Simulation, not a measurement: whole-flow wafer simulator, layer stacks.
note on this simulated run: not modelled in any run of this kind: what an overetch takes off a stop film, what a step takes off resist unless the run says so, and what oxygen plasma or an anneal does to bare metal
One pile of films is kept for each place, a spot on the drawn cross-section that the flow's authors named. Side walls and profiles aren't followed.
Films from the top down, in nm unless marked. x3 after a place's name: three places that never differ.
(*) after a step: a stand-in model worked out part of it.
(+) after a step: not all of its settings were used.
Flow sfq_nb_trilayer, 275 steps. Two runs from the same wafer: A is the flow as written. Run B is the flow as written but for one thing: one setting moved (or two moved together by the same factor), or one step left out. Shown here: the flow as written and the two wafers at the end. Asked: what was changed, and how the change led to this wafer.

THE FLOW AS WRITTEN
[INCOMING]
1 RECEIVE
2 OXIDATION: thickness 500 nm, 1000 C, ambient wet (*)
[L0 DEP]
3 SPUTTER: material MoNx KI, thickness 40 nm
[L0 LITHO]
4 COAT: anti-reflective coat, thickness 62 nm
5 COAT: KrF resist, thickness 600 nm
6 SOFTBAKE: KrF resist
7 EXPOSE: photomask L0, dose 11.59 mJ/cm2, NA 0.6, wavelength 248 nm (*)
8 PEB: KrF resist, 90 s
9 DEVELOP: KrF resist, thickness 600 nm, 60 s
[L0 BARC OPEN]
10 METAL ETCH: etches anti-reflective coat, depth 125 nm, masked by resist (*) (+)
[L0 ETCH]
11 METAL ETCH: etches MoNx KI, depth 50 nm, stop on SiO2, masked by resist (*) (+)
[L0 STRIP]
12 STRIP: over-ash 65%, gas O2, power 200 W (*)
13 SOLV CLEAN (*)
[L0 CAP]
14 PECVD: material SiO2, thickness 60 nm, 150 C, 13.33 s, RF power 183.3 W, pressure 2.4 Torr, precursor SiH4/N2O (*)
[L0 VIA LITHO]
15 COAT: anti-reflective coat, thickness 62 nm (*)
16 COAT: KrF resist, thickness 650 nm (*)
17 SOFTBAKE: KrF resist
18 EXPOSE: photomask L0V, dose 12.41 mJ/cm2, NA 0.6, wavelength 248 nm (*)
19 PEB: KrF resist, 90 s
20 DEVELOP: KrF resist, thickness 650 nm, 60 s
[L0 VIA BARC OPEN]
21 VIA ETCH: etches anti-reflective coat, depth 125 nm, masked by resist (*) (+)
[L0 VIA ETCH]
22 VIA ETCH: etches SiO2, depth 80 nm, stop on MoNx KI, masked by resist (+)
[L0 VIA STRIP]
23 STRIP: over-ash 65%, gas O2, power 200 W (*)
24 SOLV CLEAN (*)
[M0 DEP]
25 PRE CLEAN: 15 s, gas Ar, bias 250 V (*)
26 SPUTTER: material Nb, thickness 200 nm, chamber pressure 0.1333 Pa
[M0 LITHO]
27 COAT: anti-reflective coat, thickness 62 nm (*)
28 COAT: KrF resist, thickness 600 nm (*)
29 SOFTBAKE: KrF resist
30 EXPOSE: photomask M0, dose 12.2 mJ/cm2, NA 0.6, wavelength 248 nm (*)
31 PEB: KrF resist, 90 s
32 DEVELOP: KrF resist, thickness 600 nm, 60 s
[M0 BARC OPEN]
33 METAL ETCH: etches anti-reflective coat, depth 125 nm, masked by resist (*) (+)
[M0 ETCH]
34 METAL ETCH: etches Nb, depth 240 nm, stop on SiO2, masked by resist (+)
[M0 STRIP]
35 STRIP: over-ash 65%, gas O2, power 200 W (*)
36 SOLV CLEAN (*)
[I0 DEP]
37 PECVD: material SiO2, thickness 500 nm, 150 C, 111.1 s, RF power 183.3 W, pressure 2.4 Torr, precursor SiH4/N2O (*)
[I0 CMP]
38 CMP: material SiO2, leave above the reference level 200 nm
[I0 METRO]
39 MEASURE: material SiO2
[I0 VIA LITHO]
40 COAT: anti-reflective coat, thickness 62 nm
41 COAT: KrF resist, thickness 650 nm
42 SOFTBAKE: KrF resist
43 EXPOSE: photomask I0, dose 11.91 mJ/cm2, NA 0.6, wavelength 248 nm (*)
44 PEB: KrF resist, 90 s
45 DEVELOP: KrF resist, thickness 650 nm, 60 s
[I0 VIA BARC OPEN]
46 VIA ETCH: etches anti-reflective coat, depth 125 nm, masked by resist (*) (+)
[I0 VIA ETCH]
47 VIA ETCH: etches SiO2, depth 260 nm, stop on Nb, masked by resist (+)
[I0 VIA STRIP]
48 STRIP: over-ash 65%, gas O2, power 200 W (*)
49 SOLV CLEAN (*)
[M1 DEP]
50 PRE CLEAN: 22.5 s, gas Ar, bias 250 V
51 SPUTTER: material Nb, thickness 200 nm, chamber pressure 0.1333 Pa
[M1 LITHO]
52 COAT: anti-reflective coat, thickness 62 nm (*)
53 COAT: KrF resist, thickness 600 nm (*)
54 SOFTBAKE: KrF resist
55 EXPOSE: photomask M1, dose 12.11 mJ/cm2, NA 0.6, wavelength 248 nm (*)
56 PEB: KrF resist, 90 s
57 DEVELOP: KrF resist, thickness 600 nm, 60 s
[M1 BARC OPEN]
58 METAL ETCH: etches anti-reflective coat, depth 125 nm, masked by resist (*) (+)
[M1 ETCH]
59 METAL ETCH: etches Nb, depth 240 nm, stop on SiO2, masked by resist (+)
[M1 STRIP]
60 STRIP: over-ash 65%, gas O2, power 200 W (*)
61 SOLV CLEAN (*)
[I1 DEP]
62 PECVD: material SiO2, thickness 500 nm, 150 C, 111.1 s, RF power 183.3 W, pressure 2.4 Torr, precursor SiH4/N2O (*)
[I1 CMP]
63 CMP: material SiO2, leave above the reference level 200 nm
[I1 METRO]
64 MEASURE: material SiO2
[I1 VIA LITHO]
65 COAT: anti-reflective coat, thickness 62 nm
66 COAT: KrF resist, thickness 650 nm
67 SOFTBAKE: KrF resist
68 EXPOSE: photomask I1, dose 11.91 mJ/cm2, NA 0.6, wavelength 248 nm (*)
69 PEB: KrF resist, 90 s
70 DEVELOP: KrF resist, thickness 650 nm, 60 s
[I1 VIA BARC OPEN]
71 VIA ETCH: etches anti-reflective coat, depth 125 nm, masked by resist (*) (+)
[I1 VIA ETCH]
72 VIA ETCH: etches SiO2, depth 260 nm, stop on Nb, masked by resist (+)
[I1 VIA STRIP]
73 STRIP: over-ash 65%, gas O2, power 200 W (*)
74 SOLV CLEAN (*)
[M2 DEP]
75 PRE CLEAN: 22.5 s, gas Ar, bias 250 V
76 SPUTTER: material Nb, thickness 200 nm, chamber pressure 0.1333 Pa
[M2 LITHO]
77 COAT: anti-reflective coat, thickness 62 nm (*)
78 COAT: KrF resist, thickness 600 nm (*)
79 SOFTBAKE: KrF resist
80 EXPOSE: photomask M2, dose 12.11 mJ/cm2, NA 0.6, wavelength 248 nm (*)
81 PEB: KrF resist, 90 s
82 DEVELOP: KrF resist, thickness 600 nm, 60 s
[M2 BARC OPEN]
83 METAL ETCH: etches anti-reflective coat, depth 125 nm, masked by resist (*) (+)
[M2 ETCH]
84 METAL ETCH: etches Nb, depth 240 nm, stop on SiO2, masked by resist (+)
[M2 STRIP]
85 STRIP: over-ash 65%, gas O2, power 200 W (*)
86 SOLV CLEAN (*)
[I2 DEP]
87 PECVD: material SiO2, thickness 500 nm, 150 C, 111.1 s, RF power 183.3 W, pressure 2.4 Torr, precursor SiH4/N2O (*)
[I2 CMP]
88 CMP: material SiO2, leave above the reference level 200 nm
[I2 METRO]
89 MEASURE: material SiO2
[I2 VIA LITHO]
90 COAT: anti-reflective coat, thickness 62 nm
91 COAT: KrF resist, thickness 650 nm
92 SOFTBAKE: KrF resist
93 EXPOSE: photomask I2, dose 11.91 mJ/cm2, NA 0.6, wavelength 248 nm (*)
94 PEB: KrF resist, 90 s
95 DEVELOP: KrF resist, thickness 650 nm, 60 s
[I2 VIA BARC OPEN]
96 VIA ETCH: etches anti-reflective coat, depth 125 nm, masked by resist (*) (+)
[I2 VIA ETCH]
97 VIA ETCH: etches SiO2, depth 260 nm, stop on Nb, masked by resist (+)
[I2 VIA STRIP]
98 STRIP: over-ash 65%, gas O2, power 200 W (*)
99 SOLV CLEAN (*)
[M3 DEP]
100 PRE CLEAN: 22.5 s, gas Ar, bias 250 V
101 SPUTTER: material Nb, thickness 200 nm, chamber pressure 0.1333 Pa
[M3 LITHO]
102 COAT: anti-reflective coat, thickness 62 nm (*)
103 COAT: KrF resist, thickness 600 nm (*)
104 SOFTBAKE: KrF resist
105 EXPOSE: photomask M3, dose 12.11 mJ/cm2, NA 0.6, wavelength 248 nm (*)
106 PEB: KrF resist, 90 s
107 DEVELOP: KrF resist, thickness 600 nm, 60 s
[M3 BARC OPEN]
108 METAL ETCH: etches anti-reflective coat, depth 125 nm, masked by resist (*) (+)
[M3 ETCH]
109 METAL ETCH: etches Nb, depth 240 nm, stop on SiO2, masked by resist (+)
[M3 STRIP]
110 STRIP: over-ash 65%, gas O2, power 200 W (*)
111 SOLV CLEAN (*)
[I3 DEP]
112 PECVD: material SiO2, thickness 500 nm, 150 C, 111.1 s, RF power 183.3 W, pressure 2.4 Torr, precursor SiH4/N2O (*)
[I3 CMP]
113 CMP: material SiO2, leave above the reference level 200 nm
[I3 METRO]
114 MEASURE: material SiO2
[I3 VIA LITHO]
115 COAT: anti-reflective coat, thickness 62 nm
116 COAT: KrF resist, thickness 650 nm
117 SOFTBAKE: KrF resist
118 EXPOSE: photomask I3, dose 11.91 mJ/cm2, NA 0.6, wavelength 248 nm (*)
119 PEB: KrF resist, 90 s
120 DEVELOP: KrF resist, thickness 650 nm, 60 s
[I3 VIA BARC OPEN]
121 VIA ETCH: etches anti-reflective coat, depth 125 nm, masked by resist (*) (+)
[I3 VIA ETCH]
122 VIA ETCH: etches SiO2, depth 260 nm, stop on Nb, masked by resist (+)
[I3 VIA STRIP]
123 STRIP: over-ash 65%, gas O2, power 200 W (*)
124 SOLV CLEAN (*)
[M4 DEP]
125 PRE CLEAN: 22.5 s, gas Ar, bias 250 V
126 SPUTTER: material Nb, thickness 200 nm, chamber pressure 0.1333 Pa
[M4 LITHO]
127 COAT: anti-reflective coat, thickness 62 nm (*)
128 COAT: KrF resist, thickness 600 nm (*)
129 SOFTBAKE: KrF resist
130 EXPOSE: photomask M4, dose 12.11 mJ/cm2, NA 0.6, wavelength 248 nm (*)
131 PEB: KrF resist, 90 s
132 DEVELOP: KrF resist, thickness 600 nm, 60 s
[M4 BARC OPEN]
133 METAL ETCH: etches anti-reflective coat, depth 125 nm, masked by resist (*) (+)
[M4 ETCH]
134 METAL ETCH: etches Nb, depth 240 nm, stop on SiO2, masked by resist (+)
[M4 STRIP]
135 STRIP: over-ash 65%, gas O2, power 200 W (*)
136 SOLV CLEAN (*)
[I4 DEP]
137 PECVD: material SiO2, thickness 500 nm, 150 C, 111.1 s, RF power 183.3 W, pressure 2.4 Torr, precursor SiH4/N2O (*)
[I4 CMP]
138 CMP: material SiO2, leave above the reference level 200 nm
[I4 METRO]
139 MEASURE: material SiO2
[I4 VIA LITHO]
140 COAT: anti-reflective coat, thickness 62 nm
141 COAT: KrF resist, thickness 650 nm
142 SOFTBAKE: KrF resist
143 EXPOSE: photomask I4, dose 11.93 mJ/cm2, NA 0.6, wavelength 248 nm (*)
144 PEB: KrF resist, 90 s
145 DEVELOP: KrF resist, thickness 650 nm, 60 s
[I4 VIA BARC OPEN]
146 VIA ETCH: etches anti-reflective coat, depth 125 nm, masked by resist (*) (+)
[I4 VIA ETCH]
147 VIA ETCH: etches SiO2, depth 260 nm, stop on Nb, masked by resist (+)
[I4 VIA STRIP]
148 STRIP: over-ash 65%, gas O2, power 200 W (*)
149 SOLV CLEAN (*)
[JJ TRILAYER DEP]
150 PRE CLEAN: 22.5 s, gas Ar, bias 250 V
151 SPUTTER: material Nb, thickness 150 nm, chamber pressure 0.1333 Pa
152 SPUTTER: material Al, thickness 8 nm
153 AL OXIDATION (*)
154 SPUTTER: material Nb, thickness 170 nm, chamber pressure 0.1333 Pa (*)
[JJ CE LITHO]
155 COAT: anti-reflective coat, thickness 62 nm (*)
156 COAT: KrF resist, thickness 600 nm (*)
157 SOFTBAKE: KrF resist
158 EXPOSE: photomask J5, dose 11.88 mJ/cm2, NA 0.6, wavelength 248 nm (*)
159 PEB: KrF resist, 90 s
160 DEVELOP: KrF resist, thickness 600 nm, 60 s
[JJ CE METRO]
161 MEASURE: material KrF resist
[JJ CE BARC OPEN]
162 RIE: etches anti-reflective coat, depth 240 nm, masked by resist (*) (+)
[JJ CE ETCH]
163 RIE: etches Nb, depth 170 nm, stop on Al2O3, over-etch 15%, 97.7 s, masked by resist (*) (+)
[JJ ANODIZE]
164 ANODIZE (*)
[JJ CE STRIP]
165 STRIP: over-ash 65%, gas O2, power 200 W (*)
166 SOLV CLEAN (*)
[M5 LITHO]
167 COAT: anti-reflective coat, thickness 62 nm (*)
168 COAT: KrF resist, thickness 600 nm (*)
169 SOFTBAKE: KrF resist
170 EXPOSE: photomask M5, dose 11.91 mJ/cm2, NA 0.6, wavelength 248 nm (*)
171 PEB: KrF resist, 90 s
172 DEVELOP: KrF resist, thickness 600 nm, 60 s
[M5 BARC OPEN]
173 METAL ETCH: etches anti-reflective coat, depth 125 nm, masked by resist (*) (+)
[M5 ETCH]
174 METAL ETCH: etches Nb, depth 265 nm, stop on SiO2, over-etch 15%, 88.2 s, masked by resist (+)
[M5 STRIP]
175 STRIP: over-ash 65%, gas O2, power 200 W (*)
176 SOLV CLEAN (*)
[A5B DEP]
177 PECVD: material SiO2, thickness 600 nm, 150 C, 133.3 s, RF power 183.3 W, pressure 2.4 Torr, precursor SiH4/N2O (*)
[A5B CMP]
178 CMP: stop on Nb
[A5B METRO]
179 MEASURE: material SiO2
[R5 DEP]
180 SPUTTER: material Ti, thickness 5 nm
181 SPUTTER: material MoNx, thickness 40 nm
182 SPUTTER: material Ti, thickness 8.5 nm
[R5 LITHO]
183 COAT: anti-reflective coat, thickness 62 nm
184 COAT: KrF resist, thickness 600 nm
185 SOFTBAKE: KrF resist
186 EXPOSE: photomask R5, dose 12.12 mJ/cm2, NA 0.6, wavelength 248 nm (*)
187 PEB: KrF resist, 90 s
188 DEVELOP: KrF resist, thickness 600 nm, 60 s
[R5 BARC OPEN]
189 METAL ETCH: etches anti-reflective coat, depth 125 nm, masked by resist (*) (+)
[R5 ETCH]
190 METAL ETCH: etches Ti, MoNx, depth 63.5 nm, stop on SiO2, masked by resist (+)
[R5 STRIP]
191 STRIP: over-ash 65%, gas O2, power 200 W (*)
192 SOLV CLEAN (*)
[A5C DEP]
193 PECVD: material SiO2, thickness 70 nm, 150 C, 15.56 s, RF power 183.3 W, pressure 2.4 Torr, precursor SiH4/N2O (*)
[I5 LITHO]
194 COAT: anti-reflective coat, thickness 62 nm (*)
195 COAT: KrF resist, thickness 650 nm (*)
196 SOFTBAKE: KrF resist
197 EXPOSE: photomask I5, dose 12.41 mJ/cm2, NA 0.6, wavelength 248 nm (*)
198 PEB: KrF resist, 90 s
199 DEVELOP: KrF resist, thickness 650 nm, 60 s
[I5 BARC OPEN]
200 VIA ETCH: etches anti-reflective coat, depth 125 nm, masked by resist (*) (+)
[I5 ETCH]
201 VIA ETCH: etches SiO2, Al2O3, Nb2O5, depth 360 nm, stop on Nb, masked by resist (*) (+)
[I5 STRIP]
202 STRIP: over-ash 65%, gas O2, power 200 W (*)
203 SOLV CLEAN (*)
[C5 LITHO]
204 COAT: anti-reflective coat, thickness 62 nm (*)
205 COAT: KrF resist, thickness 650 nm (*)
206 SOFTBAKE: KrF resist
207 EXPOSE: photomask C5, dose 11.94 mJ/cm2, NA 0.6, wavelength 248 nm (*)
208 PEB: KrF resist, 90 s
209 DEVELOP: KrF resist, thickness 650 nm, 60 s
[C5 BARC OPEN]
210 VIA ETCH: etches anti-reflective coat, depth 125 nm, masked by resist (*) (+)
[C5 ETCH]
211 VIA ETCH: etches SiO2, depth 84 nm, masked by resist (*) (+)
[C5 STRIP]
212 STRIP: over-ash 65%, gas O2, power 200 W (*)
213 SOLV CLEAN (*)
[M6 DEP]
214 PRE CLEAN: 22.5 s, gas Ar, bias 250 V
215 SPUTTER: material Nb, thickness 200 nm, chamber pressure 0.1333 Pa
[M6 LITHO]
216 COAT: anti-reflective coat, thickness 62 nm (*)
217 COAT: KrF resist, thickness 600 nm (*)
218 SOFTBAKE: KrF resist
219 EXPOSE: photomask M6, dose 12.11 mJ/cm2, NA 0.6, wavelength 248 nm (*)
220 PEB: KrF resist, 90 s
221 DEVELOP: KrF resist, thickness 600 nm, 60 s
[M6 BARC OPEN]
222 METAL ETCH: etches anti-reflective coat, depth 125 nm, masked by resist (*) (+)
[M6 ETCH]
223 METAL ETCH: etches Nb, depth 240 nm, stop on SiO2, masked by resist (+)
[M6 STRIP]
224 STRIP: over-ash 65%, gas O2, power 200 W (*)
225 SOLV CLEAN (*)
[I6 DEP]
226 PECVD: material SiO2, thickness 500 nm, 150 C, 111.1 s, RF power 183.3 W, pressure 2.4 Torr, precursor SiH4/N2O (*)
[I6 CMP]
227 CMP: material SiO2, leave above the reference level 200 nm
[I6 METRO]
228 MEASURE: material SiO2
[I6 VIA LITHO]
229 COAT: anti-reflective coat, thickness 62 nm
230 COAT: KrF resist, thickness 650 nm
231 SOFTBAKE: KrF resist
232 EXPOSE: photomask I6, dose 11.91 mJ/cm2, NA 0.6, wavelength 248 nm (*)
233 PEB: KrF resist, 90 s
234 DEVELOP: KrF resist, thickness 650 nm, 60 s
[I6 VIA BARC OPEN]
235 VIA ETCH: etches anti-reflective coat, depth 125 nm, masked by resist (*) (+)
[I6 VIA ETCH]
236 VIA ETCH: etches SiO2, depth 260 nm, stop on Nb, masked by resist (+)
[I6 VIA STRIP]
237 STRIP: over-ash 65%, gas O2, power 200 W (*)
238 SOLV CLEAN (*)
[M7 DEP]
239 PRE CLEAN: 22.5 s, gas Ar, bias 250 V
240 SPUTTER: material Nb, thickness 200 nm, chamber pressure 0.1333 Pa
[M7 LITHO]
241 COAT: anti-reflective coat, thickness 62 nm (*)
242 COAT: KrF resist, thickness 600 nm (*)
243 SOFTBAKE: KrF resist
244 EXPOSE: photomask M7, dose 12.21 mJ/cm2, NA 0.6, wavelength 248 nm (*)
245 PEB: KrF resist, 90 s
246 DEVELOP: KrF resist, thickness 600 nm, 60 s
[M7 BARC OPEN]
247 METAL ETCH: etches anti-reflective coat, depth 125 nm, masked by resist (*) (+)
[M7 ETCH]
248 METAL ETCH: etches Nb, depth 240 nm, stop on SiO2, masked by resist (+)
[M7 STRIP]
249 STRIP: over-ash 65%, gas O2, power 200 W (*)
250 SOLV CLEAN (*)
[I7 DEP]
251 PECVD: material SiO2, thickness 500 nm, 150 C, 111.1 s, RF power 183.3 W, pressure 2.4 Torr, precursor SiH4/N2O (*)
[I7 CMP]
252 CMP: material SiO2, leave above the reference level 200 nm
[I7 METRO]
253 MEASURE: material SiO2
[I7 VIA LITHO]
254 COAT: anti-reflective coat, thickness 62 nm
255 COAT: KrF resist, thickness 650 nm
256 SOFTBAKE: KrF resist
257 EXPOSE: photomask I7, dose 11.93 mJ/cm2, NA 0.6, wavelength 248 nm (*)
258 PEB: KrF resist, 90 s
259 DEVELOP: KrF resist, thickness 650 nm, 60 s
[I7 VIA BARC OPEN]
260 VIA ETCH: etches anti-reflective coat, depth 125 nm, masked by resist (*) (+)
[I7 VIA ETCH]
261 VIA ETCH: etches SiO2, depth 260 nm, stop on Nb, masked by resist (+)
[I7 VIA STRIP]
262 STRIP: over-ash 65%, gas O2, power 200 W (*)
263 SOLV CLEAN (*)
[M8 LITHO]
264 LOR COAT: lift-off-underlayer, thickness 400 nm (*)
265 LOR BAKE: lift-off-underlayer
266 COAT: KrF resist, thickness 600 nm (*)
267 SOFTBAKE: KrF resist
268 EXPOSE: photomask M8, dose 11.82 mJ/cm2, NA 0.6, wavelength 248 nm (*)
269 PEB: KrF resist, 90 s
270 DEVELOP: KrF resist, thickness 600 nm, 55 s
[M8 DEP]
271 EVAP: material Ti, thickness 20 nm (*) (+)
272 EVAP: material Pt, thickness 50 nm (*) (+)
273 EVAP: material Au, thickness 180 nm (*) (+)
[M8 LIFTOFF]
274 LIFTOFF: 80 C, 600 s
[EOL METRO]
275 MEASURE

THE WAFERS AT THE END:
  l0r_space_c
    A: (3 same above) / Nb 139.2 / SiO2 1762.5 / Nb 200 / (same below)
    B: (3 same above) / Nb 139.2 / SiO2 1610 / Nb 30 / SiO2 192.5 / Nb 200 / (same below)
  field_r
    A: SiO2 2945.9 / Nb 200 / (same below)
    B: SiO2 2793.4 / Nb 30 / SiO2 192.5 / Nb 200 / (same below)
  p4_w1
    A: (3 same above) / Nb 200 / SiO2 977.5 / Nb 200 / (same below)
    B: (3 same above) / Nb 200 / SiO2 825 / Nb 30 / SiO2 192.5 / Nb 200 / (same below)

The cause: step 51, SPUTTER: thickness 270 nm was run, where the flow has thickness 200 nm.

How the change led to this, step by step:
  51 SPUTTER: material Nb, thickness 200 nm, chamber pressure 0.1333 Pa
      field_l, v_sur, via_wl and 102 more: A Nb +200 (new film) | B Nb +270 (new film)
      via_w: A Nb +174.5 | B Nb +236.5
  52 COAT: anti-reflective coat, thickness 62 nm (*)
      via_wr: A anti-reflective coat +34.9 (new film) | B anti-reflective coat +33.4 (new film)
  59 METAL ETCH: etches Nb, depth 240 nm, stop on SiO2, masked by resist (+)
      field_l, be, be_sur and 79 more: A Nb -200 (all of it) | B Nb -240
  60 STRIP: over-ash 65%, gas O2, power 200 W (*)
      via_wr: A KrF resist -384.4 (all of it), anti-reflective coat -34.9 (all of it) | B KrF resist -384.8 (all of it), anti-reflective coat -33.4 (all of it)
  62 PECVD: material SiO2, thickness 500 nm, 150 C, 111.1 s, RF power 183.3 W, pressure 2.4 Torr, precursor SiH4/N2O (*)
      field_l, be, be_sur and 72 more: A SiO2 +500 | B SiO2 +500 (new film)
      lsp_m, ln_m6, lsp_r, l0_sur, l0v: A SiO2 +494.9 | B SiO2 +493.9 (new film)
      (and at 3 more places)
  63 CMP: material SiO2, leave above the reference level 200 nm
      field_l, be, be_sur and 72 more: A SiO2 -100 | B SiO2 -60
      lsp_m, ln_m6, lsp_r, l0_sur, l0v: A SiO2 -94.9 | B SiO2 -53.9
      (and at 1 more place)
Counting metal films that touch as one body, l0r_space_c has 3 bodies (between them, from the top down: SiO2 1610; SiO2 192.5); the flow as written gives 2 bodies (between them, from the top down: SiO2 1762.5).
Counting metal films that touch as one body, field_r has 2 bodies (between them, from the top down: SiO2 192.5); the flow as written gives 1 body.
Counting metal films that touch as one body, p4_w1 has 4 bodies (between them, from the top down: SiO2 192.5; SiO2 825; SiO2 192.5); the flow as written gives 3 bodies (between them, from the top down: SiO2 192.5; SiO2 977.5).
